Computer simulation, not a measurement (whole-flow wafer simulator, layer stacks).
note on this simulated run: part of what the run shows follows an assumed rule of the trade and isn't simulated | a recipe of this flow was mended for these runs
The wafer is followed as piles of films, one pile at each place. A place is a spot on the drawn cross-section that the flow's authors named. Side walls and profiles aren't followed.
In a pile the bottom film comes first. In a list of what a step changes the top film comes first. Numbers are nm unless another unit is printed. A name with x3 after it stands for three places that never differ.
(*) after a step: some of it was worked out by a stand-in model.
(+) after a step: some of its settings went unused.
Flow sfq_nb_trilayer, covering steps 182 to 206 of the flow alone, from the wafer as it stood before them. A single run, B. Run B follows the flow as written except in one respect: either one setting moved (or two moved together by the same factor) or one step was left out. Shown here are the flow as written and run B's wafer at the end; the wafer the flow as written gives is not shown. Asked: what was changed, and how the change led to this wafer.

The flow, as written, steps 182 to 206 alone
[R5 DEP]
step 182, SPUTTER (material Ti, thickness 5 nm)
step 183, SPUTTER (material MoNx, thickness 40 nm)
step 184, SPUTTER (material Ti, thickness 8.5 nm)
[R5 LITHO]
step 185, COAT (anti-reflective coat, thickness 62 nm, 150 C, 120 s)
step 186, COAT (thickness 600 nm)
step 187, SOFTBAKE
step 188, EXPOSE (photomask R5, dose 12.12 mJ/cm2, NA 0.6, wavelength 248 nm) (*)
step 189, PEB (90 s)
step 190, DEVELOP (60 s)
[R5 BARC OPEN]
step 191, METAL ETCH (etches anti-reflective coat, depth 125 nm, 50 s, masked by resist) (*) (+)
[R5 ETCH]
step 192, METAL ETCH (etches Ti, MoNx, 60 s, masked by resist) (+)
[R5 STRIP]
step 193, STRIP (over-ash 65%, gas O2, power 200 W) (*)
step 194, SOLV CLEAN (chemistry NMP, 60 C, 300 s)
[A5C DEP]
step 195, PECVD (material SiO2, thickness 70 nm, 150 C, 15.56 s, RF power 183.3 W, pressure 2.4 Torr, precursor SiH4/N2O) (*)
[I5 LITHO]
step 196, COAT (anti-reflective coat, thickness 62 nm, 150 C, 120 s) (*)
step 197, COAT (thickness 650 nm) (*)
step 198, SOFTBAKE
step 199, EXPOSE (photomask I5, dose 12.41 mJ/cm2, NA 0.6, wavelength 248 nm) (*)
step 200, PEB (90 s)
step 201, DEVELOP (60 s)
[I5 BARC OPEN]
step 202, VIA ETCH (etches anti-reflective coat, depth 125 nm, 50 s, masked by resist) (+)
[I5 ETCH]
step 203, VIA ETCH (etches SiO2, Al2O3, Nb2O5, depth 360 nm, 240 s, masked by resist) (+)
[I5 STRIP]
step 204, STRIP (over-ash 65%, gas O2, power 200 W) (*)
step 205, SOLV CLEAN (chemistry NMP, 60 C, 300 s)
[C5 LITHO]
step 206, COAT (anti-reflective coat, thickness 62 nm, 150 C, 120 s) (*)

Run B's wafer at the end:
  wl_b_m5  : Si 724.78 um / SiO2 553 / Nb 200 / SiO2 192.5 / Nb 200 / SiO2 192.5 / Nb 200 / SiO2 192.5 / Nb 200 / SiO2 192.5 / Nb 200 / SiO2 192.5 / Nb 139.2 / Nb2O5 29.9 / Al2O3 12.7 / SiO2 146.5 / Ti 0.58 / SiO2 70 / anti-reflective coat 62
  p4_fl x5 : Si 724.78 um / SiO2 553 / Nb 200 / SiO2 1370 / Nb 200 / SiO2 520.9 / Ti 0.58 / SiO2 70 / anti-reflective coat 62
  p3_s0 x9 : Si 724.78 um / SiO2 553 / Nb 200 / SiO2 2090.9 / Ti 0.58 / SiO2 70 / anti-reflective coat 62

Cause: step 192, METAL ETCH: 50 s was run, while the flow as written has 60 s.

The path from the change to this, step by step:
  step 192, METAL ETCH (etches Ti, MoNx, 60 s, masked by resist) (+)
      field_l, v_sur, via_wl and 92 more: Ti loses 8.5 (all of it), MoNx loses 40 (all of it), Ti loses 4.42 (it would be, as written: Ti loses 8.5 (all of it), MoNx loses 40 (all of it), Ti loses 5 (all of it), SiO2 loses 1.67)
      ce_l, c5j, ce_r, wl_jj: Ti loses 8.5 (all of it), MoNx loses 40 (all of it), Ti loses 4.42 (it would be, as written: Ti loses 8.5 (all of it), MoNx loses 40 (all of it), Ti loses 5 (all of it), Nb loses 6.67)
      (also at 7 further places)
  step 195, PECVD (material SiO2, thickness 70 nm, 150 C, 15.56 s, RF power 183.3 W, pressure 2.4 Torr, precursor SiH4/N2O) (*)
      field_l, v_sur, via_wl and 92 more: SiO2 gains 70 (new film) (it would be, as written: SiO2 gains 70)
  step 196, COAT (anti-reflective coat, thickness 62 nm, 150 C, 120 s) (*)
      r5r_line_l, r5r_line_c, r5r_line_r: anti-reflective coat gains 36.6 (new film) (it would be, as written: anti-reflective coat gains 35.5 (new film))
      wl_j_sl, wl_j_sr: anti-reflective coat gains 62 (new film) (it would be, as written: anti-reflective coat gains 60.5 (new film))
      (also at 5 further places)
  step 203, VIA ETCH (etches SiO2, Al2O3, Nb2O5, depth 360 nm, 240 s, masked by resist) (+)
      be: SiO2 loses 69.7 (all of it), Ti loses 0.58 (all of it), SiO2 loses 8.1 (it would be, as written: SiO2 loses 214.5 (all of it), Al2O3 loses 12.7 (all of it), Nb2O5 loses 29.9 (all of it), Nb loses 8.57)
  step 204, STRIP (over-ash 65%, gas O2, power 200 W) (*)
      r5r_line_l, r5r_line_c, r5r_line_r: KrF-resist-other-grade loses 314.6 (all of it), anti-reflective coat loses 36.6 (all of it) (it would be, as written: KrF-resist-other-grade loses 314.5 (all of it), anti-reflective coat loses 35.5 (all of it))
      wl_j_sl, wl_j_sr: KrF-resist-other-grade loses 315.7 (all of it), anti-reflective coat loses 62 (all of it) (it would be, as written: KrF-resist-other-grade loses 316.4 (all of it), anti-reflective coat loses 60.5 (all of it))
      (also at 5 further places)
  step 206, COAT (anti-reflective coat, thickness 62 nm, 150 C, 120 s) (*)
      r5r_line_l, r5r_line_c, r5r_line_r: anti-reflective coat gains 36.6 (new film) (it would be, as written: anti-reflective coat gains 35.5 (new film))
      wl_j_sl, wl_j_sr: anti-reflective coat gains 62 (new film) (it would be, as written: anti-reflective coat gains 60.5 (new film))
      (also at 12 further places)
Taking metal films that touch as one body, wl_b_m5 has 7 bodies (between them, from the top down: SiO2 146.5 / Al2O3 12.7 / Nb2O5 29.9; SiO2 192.5; SiO2 192.5; SiO2 192.5; SiO2 192.5; SiO2 192.5); the flow as written gives 6 bodies (between them, from the top down: SiO2 192.5; SiO2 192.5; SiO2 192.5; SiO2 192.5; SiO2 192.5).
Taking metal films that touch as one body, p4_fl x5 has 3 bodies (between them, from the top down: SiO2 520.9; SiO2 1370); the flow as written gives 2 bodies (between them, from the top down: SiO2 1370).
Taking metal films that touch as one body, p3_s0 x9 has 2 bodies (between them, from the top down: SiO2 2090.9); the flow as written gives 1 body.
